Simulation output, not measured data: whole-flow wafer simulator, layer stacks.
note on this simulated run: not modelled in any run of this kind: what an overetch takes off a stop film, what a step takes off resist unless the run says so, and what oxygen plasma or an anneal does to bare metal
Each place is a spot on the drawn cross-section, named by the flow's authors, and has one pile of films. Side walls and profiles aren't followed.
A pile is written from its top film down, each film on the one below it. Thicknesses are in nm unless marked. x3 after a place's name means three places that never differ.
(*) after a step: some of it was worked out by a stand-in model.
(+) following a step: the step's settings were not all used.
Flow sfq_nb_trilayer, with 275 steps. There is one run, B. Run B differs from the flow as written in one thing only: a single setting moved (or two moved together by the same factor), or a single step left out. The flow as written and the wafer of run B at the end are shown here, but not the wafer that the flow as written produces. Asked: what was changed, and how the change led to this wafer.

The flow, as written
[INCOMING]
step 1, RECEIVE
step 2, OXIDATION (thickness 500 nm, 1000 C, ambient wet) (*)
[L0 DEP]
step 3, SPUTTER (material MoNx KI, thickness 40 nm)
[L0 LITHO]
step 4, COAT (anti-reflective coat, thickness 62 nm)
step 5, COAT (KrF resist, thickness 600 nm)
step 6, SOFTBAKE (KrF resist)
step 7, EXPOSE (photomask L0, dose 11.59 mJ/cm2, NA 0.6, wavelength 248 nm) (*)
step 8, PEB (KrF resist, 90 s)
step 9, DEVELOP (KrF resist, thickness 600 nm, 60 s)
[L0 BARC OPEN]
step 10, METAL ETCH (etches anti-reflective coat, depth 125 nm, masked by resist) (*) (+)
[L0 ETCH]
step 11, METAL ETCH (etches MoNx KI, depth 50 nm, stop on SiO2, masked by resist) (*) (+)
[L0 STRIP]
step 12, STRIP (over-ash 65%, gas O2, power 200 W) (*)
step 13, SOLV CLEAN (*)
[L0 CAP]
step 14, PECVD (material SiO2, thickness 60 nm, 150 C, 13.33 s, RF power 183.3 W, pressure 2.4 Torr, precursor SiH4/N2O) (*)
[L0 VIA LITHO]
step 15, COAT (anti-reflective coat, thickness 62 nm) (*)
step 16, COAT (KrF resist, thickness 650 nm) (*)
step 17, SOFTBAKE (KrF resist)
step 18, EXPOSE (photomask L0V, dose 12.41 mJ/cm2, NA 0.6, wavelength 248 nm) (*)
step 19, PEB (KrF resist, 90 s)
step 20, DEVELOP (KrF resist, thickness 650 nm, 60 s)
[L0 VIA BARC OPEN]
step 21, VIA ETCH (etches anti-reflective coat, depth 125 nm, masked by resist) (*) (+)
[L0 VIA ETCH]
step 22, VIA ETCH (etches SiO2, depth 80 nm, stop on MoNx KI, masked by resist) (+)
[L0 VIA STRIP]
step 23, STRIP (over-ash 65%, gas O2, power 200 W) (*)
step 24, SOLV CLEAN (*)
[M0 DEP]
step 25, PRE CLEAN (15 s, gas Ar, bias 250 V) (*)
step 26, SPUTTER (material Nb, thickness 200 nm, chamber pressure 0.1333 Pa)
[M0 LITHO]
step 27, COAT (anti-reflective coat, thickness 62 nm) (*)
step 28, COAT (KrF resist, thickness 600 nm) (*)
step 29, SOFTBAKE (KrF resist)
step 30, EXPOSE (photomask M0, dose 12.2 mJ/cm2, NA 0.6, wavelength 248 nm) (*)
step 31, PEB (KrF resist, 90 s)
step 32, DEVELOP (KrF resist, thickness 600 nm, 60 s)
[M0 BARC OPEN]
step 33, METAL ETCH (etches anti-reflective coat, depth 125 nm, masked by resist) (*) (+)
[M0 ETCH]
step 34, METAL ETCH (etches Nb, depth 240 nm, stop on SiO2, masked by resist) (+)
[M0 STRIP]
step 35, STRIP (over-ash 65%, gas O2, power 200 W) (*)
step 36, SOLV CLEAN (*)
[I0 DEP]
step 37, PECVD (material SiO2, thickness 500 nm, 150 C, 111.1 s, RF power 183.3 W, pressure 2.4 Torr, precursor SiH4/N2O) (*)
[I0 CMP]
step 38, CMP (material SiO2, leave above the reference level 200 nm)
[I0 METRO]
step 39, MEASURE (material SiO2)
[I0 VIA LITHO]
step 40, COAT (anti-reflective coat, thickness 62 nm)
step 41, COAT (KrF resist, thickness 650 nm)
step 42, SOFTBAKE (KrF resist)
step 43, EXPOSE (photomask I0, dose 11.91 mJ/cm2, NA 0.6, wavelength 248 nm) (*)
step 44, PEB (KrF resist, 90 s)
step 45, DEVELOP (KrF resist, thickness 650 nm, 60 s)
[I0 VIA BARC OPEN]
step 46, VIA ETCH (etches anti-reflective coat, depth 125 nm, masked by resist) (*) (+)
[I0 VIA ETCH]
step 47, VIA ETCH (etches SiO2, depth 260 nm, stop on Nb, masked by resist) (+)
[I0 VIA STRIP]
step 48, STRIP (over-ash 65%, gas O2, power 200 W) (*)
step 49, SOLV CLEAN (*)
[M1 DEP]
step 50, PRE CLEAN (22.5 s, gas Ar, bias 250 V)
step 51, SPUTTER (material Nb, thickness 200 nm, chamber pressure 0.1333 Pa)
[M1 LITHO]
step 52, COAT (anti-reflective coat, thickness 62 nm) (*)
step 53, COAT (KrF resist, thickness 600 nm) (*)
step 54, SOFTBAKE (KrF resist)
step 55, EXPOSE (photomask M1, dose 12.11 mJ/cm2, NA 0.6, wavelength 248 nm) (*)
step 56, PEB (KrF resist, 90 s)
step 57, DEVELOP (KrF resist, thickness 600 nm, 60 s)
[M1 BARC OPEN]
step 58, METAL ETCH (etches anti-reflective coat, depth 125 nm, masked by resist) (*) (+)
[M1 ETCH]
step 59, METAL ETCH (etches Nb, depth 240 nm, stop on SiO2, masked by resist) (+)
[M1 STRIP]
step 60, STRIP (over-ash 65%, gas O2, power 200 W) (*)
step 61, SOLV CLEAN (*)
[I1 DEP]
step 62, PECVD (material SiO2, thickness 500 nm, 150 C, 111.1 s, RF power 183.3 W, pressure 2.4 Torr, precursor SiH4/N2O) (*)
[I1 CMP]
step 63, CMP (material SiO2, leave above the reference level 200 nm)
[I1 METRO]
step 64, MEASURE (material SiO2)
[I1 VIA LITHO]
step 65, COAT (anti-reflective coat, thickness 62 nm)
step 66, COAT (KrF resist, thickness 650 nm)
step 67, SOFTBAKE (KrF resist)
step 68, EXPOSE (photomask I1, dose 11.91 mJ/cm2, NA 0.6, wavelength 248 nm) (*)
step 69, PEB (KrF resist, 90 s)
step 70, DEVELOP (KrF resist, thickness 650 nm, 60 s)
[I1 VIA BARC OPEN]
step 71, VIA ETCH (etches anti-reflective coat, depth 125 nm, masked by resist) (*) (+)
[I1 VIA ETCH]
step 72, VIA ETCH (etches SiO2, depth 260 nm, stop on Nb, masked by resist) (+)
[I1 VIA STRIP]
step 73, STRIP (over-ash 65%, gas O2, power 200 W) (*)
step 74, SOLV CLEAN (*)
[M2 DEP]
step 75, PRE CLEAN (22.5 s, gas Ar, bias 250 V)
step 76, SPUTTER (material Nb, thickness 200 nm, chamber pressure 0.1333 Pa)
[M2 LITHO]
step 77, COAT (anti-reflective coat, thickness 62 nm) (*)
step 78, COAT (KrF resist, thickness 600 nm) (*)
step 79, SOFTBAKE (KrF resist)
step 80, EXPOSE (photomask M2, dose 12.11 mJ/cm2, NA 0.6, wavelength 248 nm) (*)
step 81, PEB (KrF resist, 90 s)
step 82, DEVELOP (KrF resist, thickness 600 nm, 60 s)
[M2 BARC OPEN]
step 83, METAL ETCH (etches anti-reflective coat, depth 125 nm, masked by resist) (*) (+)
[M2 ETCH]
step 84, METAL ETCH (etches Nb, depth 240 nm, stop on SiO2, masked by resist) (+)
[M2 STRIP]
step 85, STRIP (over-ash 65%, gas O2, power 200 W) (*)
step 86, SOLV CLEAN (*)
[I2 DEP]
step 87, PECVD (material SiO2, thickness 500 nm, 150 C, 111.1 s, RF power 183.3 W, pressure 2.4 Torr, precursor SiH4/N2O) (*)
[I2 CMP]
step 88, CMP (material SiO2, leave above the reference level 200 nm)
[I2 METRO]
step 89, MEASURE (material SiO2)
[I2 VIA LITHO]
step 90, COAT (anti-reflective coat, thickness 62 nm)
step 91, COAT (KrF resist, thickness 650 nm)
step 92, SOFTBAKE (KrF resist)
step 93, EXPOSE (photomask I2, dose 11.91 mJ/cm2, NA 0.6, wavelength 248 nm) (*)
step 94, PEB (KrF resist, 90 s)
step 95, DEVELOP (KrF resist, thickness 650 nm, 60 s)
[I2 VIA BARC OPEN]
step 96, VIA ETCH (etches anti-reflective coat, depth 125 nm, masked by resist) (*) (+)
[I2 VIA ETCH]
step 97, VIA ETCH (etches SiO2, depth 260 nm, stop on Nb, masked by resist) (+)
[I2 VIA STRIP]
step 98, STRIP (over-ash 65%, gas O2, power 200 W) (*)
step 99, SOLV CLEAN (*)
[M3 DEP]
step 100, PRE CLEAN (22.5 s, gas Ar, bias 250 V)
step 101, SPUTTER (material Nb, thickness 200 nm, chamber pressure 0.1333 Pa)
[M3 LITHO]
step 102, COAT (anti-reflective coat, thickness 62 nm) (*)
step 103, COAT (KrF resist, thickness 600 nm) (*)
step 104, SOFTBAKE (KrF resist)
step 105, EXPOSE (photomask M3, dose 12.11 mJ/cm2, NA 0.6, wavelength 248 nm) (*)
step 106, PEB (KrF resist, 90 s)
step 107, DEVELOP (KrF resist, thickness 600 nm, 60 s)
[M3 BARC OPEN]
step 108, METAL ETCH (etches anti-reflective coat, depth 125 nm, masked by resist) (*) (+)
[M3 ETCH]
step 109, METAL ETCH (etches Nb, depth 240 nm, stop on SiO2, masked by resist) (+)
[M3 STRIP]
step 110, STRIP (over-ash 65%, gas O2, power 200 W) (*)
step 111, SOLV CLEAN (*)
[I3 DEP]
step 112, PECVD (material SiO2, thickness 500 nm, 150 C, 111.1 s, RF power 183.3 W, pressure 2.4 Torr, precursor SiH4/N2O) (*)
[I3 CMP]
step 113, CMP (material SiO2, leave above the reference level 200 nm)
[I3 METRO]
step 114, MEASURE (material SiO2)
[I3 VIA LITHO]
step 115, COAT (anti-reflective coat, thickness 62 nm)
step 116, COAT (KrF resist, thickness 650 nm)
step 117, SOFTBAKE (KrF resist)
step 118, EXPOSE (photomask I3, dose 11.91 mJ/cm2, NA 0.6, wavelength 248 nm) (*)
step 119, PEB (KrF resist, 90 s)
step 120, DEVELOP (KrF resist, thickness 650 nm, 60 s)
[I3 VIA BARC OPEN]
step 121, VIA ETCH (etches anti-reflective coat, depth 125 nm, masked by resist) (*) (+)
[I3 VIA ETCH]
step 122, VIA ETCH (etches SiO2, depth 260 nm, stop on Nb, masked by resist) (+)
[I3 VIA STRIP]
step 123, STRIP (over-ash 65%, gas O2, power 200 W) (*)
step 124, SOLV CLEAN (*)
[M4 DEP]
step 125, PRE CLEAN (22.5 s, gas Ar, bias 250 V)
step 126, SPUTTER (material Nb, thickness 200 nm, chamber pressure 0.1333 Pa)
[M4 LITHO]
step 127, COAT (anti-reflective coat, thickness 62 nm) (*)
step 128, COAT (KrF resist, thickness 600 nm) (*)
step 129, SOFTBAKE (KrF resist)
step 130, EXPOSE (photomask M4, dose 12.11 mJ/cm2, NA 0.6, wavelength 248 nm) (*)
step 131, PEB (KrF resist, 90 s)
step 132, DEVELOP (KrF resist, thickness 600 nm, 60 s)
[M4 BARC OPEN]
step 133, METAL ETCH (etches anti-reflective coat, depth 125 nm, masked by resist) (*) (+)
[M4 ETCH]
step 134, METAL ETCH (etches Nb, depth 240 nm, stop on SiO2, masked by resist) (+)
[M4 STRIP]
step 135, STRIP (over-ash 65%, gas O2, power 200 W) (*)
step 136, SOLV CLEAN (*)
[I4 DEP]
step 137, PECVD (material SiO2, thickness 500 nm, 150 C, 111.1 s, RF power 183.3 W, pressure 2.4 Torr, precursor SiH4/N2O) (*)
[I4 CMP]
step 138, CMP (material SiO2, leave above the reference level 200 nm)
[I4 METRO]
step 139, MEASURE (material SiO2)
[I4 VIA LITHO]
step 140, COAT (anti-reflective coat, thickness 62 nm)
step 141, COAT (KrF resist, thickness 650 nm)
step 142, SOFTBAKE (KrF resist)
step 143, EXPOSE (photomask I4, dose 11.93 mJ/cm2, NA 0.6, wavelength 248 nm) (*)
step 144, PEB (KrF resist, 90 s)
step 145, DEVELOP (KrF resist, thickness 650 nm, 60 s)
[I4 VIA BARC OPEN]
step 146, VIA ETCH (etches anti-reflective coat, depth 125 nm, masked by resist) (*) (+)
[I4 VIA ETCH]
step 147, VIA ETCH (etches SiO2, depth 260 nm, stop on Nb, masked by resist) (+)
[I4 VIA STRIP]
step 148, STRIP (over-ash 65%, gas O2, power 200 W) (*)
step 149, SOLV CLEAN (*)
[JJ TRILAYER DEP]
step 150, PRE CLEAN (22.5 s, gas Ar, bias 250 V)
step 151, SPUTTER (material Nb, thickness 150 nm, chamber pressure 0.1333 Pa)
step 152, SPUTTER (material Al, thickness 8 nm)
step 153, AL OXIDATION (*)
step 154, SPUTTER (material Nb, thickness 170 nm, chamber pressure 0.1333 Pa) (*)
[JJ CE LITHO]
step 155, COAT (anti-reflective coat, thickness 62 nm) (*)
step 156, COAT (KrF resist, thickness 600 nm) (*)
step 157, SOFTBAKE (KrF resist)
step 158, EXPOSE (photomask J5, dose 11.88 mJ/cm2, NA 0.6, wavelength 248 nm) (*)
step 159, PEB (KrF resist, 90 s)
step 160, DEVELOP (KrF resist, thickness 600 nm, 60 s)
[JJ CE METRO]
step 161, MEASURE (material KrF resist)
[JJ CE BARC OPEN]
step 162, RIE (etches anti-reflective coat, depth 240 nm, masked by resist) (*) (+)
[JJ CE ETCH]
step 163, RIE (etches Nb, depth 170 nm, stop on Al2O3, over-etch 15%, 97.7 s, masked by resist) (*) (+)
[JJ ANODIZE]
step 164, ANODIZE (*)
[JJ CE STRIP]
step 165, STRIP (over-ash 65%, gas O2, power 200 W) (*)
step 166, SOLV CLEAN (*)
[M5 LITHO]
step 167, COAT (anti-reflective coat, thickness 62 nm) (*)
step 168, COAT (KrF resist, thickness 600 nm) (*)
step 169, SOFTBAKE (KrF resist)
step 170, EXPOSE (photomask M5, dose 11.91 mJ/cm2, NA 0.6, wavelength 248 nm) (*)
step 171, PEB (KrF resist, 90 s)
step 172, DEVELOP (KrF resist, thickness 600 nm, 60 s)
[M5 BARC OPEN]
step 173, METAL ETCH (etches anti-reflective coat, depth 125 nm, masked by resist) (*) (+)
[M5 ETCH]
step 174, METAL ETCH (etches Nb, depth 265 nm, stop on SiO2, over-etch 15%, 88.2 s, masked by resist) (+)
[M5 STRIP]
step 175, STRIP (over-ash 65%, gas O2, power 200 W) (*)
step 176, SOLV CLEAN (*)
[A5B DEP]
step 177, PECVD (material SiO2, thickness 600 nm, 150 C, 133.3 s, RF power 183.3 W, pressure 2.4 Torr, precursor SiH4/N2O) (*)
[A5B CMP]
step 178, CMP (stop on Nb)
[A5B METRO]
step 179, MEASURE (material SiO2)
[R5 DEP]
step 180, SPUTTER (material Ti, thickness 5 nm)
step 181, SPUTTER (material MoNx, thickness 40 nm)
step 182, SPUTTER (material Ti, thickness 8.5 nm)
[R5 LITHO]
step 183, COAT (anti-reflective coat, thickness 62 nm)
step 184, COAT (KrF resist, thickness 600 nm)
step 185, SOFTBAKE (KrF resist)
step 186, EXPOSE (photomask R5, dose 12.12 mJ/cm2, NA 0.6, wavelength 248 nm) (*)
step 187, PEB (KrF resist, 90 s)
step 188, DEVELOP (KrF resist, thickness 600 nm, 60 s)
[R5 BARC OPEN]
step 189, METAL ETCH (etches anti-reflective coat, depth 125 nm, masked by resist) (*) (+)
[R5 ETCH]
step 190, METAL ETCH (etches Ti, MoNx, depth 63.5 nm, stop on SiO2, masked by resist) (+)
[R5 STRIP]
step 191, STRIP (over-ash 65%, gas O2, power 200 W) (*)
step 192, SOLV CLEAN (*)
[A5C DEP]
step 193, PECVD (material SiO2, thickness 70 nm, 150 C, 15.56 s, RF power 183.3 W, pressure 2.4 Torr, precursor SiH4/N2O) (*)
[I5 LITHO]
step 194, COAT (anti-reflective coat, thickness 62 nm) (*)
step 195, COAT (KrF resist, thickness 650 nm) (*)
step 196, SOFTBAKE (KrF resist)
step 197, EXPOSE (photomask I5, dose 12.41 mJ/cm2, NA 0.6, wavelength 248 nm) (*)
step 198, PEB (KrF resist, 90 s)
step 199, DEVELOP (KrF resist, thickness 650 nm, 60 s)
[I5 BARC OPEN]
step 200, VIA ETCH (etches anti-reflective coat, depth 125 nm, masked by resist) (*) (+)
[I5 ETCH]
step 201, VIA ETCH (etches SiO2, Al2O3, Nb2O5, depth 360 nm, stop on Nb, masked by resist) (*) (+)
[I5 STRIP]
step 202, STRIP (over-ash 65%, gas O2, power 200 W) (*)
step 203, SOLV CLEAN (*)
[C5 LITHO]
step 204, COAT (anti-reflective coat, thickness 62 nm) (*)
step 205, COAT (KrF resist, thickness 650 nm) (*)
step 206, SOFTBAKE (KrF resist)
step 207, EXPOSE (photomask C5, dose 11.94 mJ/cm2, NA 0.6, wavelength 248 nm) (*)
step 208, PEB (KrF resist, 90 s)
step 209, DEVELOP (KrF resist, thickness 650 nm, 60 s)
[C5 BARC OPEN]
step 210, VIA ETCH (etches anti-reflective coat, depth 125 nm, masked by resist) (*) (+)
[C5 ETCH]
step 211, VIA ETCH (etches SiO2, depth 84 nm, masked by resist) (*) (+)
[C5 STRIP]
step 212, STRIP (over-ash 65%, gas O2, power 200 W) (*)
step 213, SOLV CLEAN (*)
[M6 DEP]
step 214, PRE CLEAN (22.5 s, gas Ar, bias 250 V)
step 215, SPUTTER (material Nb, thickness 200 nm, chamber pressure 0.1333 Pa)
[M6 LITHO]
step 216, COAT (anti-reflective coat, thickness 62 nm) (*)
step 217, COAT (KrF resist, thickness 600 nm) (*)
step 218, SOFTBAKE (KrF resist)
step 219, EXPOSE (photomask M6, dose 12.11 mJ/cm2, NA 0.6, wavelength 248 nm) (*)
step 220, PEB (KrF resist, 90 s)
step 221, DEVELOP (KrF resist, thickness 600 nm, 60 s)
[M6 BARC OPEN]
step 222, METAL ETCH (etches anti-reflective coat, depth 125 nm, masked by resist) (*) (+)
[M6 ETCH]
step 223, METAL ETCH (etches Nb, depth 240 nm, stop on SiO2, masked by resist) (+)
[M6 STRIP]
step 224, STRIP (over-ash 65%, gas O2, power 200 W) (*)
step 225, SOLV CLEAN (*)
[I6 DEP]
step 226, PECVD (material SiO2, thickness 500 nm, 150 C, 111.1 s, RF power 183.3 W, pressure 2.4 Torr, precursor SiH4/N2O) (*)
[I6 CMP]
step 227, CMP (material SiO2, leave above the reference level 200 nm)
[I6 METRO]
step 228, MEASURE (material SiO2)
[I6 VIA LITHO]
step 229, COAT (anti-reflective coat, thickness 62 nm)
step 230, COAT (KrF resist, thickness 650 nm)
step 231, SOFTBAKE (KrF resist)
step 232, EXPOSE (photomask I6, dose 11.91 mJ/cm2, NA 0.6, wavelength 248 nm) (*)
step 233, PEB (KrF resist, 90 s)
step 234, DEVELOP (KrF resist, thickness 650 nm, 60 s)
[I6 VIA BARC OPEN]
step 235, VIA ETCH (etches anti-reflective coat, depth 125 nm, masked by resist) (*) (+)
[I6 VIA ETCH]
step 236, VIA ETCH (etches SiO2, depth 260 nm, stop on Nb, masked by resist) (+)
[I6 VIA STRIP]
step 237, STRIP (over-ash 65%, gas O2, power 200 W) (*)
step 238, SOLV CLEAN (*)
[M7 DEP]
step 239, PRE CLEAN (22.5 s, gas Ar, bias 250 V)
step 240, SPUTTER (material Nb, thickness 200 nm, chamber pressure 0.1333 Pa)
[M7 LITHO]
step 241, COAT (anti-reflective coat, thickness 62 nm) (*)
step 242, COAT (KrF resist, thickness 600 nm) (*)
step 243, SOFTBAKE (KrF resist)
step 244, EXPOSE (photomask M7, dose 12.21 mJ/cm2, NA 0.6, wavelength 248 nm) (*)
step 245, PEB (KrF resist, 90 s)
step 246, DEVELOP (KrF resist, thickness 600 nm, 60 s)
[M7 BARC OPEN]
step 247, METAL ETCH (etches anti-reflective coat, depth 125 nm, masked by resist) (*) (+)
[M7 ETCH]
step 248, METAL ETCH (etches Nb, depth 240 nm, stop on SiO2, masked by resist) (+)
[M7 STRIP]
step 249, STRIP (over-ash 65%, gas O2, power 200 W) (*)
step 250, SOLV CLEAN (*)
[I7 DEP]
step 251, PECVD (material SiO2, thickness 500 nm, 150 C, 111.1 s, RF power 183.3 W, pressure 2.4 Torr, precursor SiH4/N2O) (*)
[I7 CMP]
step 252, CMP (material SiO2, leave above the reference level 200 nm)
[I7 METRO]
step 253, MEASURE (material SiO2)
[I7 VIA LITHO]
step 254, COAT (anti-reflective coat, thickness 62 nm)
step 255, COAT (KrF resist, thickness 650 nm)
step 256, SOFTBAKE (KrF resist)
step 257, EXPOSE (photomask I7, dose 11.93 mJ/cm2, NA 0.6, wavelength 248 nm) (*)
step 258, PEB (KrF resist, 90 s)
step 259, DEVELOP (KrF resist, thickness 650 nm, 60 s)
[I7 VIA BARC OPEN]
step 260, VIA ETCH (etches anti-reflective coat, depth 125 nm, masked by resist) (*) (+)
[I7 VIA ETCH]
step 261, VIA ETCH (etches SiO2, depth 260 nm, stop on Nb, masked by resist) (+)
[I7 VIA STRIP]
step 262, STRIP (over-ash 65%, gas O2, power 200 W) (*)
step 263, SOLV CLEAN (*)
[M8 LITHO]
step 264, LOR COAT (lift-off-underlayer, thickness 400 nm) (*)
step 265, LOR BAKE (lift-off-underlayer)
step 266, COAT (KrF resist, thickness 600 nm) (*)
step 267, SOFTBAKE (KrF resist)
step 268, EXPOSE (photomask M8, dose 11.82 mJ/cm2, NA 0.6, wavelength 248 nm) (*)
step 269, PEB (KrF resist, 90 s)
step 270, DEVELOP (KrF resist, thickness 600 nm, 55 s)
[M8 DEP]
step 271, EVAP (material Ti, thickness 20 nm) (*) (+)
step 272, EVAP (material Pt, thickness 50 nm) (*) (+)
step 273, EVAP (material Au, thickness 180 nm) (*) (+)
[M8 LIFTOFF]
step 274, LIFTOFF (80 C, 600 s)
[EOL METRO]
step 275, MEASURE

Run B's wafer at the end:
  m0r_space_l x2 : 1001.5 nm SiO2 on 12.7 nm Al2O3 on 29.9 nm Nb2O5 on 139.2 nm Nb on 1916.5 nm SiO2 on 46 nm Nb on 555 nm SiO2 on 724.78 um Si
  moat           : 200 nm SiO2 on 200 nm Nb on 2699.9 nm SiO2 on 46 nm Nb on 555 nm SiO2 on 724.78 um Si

Cause: step 34, METAL ETCH: depth 154 nm was run, though the flow has depth 240 nm.

The path from the change to this, step by step:
  step 34, METAL ETCH (etches Nb, depth 240 nm, stop on SiO2, masked by resist) (+)
      moat, m0r_space_l x2: Nb loses 154 (it would be, as written: Nb loses 200 (all of it))
      field_l, v_sur, via_wl and 100 more: KrF resist loses 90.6 (it would be, as written: KrF resist loses 141.2)
  step 35, STRIP (over-ash 65%, gas O2, power 200 W) (*)
      p4_fl, p4_fm, p4_w1 and 68 more: KrF resist loses 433 (all of it), anti-reflective coat loses 62 (all of it) (it would be, as written: KrF resist loses 382.4 (all of it), anti-reflective coat loses 62 (all of it))
      c5j, ce_r, sp_r, be_r, r_sur, res: KrF resist loses 439.6 (all of it), anti-reflective coat loses 63.6 (all of it) (it would be, as written: KrF resist loses 389 (all of it), anti-reflective coat loses 63.6 (all of it))
      (also at 26 further places)
  step 37, PECVD (material SiO2, thickness 500 nm, 150 C, 111.1 s, RF power 183.3 W, pressure 2.4 Torr, precursor SiH4/N2O) (*)
      moat, m0r_space_l x2: SiO2 gains 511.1 (new film) (it would be, as written: SiO2 gains 557.1)
With metal films that touch counted as one body, m0r_space_l x2 has 2 bodies (between them, from the top down: SiO2 1916.5); the flow as written gives 1 body.
With metal films that touch counted as one body, moat has 2 bodies (between them, from the top down: SiO2 2699.9); the flow as written gives 1 body.
